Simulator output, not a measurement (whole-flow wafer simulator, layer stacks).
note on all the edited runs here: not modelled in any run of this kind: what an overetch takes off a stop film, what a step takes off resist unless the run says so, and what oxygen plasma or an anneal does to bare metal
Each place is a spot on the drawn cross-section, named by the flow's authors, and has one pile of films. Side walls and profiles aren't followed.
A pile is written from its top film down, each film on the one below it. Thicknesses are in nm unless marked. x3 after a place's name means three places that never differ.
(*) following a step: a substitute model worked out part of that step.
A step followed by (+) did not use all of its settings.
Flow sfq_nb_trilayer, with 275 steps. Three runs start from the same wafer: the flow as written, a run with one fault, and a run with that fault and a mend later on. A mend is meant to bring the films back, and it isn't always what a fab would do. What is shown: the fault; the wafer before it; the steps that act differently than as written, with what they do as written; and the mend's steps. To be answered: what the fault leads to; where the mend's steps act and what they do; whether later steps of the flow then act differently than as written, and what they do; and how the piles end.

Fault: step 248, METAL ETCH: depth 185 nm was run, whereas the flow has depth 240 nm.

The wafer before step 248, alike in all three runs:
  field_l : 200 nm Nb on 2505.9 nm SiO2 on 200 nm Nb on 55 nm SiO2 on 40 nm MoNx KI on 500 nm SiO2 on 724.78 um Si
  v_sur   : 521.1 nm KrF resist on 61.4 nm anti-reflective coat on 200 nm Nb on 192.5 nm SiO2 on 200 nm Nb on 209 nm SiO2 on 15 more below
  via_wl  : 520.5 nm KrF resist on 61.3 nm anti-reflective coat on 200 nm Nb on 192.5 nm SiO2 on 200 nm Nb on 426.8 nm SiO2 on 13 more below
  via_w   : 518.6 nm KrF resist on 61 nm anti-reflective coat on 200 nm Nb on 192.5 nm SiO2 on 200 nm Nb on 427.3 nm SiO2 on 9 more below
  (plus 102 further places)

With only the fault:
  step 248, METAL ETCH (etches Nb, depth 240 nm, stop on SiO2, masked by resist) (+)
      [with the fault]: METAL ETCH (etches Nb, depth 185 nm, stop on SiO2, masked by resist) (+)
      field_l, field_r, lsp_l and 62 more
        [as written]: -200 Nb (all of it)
        [with the fault]: -185 Nb
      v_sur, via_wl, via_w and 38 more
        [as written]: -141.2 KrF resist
        [with the fault]: -108.8 KrF resist
  Steps later in the flow that act otherwise than as written:
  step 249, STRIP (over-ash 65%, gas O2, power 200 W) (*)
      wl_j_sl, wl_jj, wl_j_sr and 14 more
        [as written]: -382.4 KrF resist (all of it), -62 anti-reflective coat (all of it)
        [with the fault]: -414.7 KrF resist (all of it), -62 anti-reflective coat (all of it)
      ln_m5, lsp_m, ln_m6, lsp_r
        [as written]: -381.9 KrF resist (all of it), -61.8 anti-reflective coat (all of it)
        [with the fault]: -414.3 KrF resist (all of it), -61.8 anti-reflective coat (all of it)
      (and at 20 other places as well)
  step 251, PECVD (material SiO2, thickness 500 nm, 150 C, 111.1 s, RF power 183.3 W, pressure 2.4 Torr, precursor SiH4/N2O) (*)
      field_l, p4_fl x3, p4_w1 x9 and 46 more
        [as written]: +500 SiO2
        [with the fault]: +500 SiO2 (new film)
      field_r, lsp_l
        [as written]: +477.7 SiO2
        [with the fault]: +479.3 SiO2 (new film)
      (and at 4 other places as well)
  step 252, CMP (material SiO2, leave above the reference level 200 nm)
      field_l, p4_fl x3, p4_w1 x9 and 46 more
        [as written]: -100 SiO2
        [with the fault]: -115 SiO2
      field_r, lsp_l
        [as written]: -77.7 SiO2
        [with the fault]: -94.3 SiO2
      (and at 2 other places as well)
  The piles end different from the flow's at field_l, field_r, lsp_l and 62 more by more than 2% or 0.5 nm, whichever is larger.
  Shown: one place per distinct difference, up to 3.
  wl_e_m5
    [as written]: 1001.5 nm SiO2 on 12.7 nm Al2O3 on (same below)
    [with the fault]: 385 nm SiO2 on 15 nm Nb on 601.5 nm SiO2 on 12.7 nm Al2O3 on (same below)
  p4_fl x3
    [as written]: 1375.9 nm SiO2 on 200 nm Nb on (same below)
    [with the fault]: 385 nm SiO2 on 15 nm Nb on 975.9 nm SiO2 on 200 nm Nb on (same below)
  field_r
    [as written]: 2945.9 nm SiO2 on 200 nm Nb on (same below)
    [with the fault]: 385 nm SiO2 on 15 nm Nb on 2545.9 nm SiO2 on 200 nm Nb on (same below)

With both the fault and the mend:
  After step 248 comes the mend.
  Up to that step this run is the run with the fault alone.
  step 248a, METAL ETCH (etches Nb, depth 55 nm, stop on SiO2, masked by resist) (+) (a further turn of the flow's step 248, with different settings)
      field_l, field_r, lsp_l and 62 more
        -15 Nb (all of it)
      v_sur, via_wl, via_w and 38 more
        -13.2 KrF resist
  Steps later in the flow that act otherwise than as written:
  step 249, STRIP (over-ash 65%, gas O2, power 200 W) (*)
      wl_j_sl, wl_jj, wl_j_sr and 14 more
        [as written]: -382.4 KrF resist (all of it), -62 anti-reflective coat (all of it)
        [with the mend]: -401.5 KrF resist (all of it), -62 anti-reflective coat (all of it)
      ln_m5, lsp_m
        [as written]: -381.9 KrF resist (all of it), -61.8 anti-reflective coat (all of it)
        [with the mend]: -401 KrF resist (all of it), -61.8 anti-reflective coat (all of it)
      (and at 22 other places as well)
  At every place that both follow, the piles at the end match the flow's.
